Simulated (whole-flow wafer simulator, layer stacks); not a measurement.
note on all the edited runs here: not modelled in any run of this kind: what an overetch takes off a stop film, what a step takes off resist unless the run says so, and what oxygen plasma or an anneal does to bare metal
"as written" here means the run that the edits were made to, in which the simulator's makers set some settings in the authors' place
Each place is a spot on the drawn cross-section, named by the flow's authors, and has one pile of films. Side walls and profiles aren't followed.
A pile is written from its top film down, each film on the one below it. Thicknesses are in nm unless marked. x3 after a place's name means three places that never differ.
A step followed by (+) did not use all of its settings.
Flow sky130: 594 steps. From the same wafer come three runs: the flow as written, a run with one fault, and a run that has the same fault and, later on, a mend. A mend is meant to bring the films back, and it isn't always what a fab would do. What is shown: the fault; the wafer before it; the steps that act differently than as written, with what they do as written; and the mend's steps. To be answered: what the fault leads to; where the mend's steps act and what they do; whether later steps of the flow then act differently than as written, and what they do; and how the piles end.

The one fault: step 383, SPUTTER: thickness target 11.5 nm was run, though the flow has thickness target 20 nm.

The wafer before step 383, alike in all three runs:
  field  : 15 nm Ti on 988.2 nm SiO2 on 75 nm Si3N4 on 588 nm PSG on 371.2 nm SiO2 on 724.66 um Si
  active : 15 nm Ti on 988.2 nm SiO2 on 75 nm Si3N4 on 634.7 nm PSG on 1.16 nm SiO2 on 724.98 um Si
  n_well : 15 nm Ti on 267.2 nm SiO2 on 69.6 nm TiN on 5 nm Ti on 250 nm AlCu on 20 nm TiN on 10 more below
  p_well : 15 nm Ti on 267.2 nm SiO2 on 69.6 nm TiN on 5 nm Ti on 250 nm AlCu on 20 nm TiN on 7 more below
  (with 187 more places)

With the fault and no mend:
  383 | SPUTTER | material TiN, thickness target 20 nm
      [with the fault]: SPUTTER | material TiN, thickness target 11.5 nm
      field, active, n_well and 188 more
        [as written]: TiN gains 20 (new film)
        [with the fault]: TiN gains 11.5 (new film)
  Later steps of the flow acting differently than as written (15 other steps are not shown; they differ only slightly, by no more than 2% or 0.5 nm, whichever is larger):
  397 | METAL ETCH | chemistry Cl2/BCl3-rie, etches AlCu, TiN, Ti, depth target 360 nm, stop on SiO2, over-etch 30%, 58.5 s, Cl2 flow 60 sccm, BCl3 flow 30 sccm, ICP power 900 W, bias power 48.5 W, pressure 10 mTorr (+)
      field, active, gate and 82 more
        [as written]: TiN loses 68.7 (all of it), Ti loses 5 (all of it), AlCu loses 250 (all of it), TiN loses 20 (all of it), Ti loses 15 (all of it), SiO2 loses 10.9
        [with the fault]: TiN loses 68.7 (all of it), Ti loses 5 (all of it), AlCu loses 250 (all of it), TiN loses 11.5 (all of it), Ti loses 15 (all of it), SiO2 loses 11.8
  At n_well, p_well, gate_hv and 103 more, the piles at the end differ from the flow's by more than 2% or 0.5 nm, whichever is larger.
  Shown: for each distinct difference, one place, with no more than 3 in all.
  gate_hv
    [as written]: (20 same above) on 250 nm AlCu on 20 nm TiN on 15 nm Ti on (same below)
    [with the fault]: (20 same above) on 250 nm AlCu on 11.5 nm TiN on 15 nm Ti on (same below)
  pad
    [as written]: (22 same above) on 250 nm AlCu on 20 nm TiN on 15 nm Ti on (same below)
    [with the fault]: (22 same above) on 250 nm AlCu on 11.5 nm TiN on 15 nm Ti on (same below)
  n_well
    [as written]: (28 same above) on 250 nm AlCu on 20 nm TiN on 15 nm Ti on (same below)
    [with the fault]: (28 same above) on 250 nm AlCu on 11.5 nm TiN on 15 nm Ti on (same below)

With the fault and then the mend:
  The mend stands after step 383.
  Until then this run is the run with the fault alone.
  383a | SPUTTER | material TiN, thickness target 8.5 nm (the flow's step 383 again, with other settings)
      field, active, n_well and 188 more
        TiN gains 8.5
  Later steps of the flow that are run all act as written at every place that is followed.
  At every place that both follow, the piles at the end match the flow's.
